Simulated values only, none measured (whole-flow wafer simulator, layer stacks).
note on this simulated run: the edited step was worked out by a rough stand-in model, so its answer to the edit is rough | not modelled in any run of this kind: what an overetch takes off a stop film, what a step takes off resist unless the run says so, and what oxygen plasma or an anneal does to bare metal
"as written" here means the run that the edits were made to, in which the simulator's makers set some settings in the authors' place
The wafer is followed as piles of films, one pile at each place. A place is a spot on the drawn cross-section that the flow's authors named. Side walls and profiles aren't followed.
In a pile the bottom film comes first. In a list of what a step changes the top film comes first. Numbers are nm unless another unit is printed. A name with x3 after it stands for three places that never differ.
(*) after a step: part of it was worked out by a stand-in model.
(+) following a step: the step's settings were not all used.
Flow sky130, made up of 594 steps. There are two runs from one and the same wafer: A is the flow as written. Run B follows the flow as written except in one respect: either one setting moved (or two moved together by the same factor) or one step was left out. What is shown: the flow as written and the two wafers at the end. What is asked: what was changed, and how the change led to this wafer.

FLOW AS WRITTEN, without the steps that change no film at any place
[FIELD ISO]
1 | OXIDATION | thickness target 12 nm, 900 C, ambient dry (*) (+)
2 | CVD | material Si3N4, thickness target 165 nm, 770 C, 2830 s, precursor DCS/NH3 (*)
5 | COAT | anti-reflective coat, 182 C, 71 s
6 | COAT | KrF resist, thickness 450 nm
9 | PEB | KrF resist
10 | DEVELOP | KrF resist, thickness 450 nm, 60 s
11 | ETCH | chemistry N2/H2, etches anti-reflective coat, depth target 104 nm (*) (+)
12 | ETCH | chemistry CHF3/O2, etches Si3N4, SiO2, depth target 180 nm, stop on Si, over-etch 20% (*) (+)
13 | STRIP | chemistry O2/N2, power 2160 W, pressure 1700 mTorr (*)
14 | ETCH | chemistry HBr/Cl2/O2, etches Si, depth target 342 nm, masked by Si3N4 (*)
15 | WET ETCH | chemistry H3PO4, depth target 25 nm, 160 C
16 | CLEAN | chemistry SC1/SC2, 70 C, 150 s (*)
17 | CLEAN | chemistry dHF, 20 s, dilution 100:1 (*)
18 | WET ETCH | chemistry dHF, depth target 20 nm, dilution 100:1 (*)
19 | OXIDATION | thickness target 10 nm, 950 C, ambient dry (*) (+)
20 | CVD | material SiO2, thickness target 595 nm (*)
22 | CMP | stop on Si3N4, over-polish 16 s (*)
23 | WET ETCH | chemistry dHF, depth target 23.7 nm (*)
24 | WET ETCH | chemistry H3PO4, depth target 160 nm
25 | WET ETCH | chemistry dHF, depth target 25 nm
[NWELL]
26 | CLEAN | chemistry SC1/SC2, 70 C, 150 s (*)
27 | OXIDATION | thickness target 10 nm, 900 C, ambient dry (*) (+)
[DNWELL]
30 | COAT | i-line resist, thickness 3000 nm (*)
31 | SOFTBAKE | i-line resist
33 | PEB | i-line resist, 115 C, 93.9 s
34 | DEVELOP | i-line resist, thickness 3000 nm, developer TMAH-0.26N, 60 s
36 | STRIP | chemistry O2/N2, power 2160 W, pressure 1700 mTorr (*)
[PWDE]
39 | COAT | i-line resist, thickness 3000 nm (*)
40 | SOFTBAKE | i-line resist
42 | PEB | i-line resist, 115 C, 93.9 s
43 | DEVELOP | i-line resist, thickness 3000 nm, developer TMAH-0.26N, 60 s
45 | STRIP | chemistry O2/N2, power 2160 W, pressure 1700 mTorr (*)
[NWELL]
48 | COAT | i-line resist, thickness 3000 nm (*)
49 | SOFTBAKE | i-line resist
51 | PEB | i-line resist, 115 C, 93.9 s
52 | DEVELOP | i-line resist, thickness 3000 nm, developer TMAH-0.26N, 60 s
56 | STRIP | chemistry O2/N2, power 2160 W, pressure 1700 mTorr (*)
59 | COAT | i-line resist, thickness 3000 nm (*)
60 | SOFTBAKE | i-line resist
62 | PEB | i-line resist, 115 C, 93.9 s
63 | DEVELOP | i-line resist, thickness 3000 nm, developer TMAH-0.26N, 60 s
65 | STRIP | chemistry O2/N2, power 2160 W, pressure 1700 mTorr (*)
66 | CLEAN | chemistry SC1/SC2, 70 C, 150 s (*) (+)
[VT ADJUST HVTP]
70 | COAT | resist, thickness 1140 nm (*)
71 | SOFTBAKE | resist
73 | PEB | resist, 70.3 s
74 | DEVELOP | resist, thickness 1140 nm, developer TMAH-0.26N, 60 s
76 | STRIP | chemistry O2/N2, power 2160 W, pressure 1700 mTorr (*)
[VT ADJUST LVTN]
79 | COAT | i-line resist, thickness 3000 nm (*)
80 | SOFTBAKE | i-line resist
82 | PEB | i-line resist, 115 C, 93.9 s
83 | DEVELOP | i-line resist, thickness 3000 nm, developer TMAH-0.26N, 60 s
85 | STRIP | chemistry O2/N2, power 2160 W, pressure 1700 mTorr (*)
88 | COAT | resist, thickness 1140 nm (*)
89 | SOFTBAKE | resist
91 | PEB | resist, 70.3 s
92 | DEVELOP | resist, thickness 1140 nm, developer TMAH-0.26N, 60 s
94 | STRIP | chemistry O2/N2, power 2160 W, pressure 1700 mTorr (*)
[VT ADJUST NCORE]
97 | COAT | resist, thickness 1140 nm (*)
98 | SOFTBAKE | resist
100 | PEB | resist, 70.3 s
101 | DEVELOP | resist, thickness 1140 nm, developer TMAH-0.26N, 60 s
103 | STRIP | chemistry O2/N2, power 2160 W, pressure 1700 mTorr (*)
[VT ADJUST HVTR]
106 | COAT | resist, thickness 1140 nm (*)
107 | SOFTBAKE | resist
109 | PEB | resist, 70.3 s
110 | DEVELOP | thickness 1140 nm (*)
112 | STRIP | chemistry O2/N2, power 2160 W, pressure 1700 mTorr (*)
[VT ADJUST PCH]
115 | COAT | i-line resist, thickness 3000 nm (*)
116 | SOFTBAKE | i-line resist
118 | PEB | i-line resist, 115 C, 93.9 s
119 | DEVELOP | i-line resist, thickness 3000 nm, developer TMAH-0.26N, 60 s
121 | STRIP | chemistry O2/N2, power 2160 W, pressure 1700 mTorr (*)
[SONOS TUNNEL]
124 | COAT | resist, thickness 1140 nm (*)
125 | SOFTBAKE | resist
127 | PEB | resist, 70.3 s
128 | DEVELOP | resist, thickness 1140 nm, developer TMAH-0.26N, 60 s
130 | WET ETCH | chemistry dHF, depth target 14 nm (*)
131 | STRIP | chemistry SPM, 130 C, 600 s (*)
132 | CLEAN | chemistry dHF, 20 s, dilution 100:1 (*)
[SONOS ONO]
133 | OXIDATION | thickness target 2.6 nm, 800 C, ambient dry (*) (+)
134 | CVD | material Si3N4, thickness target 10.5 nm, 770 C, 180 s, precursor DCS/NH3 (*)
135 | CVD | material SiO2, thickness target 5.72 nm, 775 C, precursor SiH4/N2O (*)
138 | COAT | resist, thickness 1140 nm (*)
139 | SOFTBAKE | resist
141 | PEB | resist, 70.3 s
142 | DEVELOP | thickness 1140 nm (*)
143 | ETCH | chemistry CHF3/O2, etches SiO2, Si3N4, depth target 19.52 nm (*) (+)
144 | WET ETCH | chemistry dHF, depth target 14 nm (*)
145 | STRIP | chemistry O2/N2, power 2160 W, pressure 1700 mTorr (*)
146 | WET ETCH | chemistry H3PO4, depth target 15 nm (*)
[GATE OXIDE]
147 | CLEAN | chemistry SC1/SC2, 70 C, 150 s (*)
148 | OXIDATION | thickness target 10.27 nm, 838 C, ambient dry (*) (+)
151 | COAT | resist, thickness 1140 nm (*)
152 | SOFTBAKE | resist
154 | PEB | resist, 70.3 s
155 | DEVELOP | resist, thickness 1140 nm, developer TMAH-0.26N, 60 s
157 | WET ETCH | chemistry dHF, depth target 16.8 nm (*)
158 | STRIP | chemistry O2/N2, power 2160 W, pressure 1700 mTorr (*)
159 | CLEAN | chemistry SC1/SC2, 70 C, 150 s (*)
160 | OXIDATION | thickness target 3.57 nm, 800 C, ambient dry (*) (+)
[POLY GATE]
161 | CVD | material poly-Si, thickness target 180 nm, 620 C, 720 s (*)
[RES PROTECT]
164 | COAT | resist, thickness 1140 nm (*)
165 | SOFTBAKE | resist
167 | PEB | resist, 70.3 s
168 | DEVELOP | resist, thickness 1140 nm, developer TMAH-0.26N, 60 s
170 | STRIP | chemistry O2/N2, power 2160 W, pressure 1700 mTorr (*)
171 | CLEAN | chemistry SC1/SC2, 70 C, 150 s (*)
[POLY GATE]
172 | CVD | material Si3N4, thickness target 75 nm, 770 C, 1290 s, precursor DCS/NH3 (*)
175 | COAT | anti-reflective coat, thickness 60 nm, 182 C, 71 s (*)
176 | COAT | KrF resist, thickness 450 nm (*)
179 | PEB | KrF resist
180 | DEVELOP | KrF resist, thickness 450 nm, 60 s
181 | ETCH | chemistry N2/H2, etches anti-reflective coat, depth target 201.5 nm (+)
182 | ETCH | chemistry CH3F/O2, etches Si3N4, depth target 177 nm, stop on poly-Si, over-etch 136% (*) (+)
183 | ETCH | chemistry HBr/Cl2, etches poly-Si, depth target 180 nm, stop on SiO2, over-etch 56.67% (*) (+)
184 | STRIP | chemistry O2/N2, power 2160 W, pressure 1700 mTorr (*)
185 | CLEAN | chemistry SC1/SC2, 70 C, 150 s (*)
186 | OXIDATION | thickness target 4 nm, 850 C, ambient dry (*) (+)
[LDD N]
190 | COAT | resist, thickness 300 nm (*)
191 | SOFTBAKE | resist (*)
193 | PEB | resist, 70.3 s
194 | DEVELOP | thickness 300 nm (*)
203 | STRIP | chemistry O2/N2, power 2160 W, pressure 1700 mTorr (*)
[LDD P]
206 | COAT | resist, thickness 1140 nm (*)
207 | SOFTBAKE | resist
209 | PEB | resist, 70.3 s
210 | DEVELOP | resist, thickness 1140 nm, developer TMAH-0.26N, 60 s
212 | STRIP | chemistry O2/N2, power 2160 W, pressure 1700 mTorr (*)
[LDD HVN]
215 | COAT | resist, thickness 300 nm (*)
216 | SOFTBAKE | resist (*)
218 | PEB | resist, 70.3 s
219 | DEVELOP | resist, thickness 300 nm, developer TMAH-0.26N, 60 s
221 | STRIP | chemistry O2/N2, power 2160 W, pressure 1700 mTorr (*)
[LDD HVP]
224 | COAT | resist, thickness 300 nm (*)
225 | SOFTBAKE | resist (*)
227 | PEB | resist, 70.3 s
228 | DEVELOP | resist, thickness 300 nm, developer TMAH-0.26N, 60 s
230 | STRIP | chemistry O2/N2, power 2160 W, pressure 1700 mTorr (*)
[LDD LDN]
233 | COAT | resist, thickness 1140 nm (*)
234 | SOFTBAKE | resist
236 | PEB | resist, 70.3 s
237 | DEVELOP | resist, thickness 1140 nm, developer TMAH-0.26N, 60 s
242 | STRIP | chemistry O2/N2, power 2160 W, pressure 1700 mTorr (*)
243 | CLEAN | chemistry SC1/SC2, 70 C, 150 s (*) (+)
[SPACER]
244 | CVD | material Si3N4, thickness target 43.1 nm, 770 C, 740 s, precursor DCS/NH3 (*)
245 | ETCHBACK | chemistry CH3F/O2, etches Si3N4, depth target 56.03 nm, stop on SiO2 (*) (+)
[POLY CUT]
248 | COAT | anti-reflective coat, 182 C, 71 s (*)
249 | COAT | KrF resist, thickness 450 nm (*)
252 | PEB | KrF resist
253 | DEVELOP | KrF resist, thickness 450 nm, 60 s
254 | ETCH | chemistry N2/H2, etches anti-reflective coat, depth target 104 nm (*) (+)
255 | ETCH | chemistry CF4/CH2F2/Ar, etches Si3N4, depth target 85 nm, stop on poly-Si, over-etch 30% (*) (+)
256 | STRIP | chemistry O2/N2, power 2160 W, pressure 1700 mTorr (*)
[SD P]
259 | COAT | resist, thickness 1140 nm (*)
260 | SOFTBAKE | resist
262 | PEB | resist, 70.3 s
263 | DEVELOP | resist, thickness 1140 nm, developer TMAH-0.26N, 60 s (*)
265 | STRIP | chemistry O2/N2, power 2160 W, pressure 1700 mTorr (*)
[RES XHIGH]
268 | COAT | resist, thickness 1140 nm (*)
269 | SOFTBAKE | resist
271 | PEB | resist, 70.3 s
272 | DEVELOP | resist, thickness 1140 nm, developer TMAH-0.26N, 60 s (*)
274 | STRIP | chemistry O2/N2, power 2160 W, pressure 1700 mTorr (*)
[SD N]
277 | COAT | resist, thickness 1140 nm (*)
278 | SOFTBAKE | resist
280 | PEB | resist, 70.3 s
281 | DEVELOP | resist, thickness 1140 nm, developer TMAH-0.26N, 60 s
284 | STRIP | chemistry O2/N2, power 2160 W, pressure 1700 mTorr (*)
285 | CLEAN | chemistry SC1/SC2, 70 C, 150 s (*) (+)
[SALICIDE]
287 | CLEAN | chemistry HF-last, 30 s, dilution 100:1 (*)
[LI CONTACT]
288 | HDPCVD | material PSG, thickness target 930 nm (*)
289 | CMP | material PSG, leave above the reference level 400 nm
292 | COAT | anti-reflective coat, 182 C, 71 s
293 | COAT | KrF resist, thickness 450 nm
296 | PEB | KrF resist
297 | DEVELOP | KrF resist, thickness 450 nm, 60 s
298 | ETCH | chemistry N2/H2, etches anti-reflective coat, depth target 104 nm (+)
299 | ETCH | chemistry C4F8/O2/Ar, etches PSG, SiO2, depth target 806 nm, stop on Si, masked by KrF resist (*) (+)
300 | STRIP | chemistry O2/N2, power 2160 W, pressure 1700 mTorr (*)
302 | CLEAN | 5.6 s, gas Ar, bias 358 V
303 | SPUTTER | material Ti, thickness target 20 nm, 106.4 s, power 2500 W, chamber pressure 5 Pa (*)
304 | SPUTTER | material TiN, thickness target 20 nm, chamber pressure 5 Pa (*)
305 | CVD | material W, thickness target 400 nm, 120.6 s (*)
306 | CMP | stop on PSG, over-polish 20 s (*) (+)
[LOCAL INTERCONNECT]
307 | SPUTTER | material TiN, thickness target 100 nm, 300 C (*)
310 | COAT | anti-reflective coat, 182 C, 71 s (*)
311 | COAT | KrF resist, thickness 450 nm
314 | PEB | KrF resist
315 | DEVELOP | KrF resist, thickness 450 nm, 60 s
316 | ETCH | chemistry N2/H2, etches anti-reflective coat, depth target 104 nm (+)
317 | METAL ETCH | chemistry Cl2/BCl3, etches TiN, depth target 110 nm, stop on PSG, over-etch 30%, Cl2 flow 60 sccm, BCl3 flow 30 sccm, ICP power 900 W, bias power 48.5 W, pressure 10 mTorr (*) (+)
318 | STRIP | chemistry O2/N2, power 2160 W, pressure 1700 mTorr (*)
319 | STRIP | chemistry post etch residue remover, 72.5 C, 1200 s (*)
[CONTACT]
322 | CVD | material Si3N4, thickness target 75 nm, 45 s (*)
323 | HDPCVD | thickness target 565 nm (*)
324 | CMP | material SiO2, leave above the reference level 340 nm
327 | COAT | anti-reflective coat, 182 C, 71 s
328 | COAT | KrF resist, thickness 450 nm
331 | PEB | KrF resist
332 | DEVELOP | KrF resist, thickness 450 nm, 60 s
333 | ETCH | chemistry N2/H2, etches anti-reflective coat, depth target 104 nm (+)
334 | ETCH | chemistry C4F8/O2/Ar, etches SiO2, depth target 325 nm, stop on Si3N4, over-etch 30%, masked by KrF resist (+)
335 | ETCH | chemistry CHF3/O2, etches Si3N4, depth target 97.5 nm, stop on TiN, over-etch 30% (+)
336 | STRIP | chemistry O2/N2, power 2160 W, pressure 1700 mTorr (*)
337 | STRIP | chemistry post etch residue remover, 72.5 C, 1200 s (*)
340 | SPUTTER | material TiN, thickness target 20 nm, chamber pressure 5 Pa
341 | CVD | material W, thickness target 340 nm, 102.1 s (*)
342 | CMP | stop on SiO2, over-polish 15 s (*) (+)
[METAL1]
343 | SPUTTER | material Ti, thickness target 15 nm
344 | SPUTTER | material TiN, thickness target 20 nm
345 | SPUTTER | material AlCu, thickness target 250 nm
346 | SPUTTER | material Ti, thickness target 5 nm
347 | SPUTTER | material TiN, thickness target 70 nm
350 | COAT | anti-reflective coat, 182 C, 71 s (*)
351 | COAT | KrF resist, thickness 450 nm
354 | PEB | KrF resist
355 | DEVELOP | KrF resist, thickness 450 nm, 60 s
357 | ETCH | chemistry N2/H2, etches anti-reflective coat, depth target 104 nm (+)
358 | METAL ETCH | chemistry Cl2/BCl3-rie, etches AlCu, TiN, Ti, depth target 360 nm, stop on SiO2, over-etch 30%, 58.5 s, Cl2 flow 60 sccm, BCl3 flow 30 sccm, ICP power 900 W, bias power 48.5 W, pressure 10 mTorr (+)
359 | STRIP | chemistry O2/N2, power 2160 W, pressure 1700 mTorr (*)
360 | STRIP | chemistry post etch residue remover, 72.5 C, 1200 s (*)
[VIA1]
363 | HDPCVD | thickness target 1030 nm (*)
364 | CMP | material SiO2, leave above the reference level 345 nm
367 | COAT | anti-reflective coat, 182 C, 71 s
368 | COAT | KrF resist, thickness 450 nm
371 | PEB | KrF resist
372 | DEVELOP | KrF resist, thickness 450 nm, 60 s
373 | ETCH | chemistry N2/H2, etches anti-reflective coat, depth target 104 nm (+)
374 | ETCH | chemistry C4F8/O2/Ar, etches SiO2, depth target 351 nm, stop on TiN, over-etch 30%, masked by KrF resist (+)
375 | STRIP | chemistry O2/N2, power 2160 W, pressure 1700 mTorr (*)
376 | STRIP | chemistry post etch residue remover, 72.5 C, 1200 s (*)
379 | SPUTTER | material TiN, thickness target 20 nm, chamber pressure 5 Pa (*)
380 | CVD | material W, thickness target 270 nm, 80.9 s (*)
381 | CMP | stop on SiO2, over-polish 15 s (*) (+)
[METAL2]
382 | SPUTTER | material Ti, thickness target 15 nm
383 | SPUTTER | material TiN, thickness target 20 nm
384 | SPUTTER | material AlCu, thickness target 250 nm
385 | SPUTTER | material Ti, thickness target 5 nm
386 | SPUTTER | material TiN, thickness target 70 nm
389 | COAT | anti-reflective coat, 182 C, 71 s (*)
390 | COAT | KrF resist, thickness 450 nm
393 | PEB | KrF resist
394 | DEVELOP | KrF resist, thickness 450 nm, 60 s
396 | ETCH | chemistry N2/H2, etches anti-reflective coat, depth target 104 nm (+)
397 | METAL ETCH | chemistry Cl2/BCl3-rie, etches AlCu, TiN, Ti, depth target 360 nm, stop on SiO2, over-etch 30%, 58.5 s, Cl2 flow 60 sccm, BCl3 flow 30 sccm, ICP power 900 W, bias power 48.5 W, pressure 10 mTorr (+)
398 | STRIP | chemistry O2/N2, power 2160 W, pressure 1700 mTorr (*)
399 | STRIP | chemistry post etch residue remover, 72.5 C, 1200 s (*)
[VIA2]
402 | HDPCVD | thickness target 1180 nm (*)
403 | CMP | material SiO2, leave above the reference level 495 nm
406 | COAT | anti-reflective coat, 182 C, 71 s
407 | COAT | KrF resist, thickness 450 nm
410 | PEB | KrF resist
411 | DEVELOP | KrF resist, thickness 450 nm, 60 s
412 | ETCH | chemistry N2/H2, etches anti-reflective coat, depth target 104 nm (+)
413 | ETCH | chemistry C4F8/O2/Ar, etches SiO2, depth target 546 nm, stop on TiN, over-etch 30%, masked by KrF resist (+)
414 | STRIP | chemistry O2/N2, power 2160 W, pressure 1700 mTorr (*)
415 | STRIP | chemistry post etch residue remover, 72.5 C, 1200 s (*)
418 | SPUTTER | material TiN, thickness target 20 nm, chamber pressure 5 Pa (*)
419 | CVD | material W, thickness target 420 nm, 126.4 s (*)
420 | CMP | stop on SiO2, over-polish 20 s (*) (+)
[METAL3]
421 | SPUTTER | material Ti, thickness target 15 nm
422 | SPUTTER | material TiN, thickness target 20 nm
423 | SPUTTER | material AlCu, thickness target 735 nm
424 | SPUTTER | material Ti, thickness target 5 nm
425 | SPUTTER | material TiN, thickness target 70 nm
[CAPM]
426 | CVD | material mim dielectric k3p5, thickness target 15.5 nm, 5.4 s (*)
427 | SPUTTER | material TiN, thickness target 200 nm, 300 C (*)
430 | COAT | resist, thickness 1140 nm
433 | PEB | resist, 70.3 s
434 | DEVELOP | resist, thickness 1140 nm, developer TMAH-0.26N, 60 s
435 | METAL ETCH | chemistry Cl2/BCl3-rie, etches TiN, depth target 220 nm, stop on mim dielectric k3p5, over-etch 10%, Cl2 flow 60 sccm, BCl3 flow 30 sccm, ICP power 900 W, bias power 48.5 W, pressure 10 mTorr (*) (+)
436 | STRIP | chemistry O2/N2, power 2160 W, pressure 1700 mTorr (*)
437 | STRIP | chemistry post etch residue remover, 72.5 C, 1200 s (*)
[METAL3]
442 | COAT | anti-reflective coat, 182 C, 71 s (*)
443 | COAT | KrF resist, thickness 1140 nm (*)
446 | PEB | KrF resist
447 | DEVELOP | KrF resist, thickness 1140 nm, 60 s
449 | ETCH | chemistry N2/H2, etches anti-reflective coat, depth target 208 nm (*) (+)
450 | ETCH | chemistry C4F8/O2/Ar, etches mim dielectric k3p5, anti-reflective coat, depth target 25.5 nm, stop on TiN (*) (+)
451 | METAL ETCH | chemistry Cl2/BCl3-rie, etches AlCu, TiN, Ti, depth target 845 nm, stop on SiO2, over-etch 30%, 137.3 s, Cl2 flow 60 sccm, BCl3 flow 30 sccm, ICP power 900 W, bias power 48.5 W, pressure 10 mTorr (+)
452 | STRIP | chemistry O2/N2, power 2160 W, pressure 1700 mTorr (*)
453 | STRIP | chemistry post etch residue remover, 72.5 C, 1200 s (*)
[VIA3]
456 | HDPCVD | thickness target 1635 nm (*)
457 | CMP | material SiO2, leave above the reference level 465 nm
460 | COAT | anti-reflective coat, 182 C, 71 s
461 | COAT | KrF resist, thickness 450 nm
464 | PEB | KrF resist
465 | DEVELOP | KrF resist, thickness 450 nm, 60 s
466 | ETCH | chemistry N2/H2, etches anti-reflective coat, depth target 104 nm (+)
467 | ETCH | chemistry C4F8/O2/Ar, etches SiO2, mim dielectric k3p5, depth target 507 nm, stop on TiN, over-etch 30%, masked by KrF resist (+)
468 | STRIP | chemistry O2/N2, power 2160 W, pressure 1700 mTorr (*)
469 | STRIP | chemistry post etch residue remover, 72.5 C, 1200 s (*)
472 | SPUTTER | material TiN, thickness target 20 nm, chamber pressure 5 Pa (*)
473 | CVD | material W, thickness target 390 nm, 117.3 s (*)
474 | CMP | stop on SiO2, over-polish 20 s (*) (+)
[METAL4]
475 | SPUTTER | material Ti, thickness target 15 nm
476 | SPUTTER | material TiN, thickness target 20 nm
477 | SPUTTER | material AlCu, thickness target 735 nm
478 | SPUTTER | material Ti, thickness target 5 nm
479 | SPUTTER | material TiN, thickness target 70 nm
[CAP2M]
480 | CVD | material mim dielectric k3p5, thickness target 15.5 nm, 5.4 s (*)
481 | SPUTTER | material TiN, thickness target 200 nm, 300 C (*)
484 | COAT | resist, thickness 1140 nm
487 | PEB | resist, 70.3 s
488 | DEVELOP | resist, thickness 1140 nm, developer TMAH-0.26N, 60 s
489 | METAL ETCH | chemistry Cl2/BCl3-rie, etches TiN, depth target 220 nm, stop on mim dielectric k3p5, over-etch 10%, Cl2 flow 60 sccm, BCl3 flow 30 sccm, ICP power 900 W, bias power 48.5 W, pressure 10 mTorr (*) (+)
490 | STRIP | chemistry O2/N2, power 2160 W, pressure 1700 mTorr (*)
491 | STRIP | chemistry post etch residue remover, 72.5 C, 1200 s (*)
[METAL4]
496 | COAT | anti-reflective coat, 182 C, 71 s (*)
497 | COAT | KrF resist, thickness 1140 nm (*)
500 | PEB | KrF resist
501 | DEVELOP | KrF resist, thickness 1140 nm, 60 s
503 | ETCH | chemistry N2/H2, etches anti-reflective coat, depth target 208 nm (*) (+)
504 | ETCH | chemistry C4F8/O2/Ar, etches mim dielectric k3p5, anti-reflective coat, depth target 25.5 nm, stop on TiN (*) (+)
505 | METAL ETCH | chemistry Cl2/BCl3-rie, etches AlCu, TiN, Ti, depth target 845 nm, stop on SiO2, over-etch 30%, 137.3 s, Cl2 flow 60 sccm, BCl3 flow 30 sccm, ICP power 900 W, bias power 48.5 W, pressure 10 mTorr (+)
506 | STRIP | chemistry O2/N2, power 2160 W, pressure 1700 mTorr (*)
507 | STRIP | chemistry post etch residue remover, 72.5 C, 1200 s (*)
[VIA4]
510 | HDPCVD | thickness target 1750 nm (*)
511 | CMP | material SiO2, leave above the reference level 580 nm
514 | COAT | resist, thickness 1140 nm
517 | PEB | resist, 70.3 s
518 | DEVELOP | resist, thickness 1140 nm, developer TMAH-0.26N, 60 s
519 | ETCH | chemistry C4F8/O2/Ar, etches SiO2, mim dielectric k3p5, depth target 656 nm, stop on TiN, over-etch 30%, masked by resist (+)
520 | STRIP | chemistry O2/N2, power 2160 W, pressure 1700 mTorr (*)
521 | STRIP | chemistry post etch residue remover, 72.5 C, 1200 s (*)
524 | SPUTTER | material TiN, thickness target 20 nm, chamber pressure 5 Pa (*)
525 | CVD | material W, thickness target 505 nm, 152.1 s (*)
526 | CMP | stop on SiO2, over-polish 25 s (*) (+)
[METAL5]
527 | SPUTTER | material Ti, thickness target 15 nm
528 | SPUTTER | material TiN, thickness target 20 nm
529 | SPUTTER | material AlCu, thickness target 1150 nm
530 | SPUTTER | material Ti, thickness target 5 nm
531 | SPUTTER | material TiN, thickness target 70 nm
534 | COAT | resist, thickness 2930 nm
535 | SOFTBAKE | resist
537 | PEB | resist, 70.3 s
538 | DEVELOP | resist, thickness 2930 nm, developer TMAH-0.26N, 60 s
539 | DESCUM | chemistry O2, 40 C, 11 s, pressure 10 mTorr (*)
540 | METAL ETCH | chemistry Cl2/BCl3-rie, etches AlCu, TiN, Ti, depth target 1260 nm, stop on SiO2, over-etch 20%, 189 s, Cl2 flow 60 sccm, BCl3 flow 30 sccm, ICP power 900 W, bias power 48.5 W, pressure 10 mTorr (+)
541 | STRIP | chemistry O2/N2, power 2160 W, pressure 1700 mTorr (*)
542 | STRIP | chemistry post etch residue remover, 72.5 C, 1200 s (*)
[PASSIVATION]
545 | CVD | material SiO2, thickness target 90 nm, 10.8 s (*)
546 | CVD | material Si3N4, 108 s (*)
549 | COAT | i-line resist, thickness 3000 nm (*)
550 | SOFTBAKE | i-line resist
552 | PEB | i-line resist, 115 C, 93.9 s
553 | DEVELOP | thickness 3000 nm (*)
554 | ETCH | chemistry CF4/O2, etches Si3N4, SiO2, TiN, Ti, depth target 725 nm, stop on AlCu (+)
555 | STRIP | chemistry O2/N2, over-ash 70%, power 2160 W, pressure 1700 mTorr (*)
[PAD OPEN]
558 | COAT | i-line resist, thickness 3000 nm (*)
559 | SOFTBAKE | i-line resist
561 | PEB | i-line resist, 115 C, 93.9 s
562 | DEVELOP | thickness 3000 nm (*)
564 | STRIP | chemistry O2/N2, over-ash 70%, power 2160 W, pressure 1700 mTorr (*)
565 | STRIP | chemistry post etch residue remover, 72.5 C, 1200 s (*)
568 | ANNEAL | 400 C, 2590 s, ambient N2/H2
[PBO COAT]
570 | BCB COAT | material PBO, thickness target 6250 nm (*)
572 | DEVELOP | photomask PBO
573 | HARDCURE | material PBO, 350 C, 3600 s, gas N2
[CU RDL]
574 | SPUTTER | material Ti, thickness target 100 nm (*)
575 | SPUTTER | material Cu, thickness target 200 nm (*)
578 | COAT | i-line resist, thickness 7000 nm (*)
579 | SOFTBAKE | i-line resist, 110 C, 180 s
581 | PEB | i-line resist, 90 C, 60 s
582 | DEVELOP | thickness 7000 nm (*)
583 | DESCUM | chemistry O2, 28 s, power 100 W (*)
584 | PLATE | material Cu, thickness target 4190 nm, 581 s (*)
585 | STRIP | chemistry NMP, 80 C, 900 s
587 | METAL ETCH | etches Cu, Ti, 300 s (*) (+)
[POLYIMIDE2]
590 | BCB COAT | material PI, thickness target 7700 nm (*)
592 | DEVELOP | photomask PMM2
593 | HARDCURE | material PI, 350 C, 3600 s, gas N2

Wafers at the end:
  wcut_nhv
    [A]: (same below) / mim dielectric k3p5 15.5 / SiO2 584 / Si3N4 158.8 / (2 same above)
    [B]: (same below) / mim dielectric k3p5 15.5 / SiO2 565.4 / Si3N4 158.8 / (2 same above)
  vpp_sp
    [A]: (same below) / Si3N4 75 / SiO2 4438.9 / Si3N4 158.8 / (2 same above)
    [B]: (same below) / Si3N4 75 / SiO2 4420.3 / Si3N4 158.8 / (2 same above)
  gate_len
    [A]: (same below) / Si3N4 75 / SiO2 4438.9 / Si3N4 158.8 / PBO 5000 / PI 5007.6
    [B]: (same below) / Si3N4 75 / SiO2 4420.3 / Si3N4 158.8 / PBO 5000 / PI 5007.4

Cause: step 545, CVD: thickness target 76.5 nm was run, whereas the flow has thickness target 90 nm; step 545, CVD: 9.18 s was run, where the flow has 10.8 s.

How this came from the change, step by step:
  545 | CVD | material SiO2, thickness target 90 nm, 10.8 s (*)
      field, active, gate and 175 more: A +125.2 SiO2 | B +106.6 SiO2
      n_well, p_well, sd_n and 12 more: A +125.2 SiO2 (new film) | B +106.6 SiO2 (new film)
  550 | SOFTBAKE | i-line resist
      spacer: A -97.5 i-line resist | B -94.9 i-line resist
      pplus_nw: A -55.7 i-line resist | B -54.5 i-line resist
      (as well as at 19 more places)
  554 | ETCH | chemistry CF4/O2, etches Si3N4, SiO2, TiN, Ti, depth target 725 nm, stop on AlCu (+)
      field, active, n_well and 189 more: A -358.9 i-line resist | B -340.3 i-line resist
      pad: A -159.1 Si3N4 (all of it), -125.2 SiO2 (all of it), -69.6 TiN (all of it), -5 Ti (all of it) | B -159.1 Si3N4 (all of it), -106.6 SiO2 (all of it), -69.6 TiN (all of it), -5 Ti (all of it)
  559 | SOFTBAKE | i-line resist
      pplus_nw: A -55.7 i-line resist | B -54.5 i-line resist
      pwell_dnw: A -28.2 i-line resist | B -27.4 i-line resist
      (as well as at 21 more places)
  578 | COAT | i-line resist, thickness 7000 nm (*)
      pad: A +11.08 um i-line resist (new film) | B +11.06 um i-line resist (new film)
  582 | DEVELOP | thickness 7000 nm (*)
      pad: A -11.08 um i-line resist (all of it) | B -11.06 um i-line resist (all of it)
